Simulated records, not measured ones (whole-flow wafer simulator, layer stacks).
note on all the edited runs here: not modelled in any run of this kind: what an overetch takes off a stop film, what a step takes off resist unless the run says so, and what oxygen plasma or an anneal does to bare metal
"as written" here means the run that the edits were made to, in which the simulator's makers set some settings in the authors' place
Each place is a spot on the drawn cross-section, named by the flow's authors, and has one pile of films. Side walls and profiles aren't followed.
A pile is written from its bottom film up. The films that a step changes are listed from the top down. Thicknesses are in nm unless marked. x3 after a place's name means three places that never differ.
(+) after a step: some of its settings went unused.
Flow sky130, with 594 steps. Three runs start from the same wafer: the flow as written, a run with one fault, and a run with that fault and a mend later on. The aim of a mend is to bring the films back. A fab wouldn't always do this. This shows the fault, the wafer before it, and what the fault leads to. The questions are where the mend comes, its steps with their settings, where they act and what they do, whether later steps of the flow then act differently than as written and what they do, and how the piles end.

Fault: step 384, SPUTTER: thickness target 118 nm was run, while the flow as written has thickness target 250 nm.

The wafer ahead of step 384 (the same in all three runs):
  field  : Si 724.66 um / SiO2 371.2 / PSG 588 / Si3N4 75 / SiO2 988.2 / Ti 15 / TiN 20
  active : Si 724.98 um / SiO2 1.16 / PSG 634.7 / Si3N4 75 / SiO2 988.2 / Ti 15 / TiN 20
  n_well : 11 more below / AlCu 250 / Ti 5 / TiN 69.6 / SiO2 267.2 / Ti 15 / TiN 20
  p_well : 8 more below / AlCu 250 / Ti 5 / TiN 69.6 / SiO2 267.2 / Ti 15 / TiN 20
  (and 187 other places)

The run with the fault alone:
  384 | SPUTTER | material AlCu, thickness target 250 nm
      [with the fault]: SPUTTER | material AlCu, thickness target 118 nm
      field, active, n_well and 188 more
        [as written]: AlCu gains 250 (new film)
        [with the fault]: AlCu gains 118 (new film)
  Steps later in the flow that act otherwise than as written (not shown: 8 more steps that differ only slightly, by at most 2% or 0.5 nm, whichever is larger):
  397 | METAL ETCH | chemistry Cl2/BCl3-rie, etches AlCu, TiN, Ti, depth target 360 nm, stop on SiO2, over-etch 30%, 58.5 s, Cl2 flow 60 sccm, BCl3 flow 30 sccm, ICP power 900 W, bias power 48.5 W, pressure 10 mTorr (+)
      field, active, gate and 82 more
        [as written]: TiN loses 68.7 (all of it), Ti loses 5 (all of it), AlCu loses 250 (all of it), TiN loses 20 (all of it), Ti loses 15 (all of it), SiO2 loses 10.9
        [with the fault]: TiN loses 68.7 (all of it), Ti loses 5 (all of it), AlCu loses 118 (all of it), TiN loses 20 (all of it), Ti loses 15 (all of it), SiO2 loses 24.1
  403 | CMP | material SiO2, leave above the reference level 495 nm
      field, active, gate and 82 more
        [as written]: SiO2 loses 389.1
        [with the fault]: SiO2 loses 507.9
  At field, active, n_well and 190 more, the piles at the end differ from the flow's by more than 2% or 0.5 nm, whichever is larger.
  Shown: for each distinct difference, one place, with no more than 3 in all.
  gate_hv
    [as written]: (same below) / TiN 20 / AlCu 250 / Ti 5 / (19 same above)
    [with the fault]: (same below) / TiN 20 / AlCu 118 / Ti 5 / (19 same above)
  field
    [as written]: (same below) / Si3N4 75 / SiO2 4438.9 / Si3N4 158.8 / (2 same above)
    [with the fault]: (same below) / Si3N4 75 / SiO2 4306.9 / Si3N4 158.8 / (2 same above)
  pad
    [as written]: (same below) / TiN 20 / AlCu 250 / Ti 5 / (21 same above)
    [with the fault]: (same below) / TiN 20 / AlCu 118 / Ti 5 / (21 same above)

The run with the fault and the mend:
  After step 384 comes the mend.
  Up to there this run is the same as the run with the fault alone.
  384a | SPUTTER | material AlCu, thickness target 132 nm (a further turn of the flow's step 384, with different settings)
      field, active, n_well and 188 more
        AlCu gains 132
  Later steps of the flow that are run all act as written at every place that is followed.
  The piles end the same as the flow's at every place that both follow.
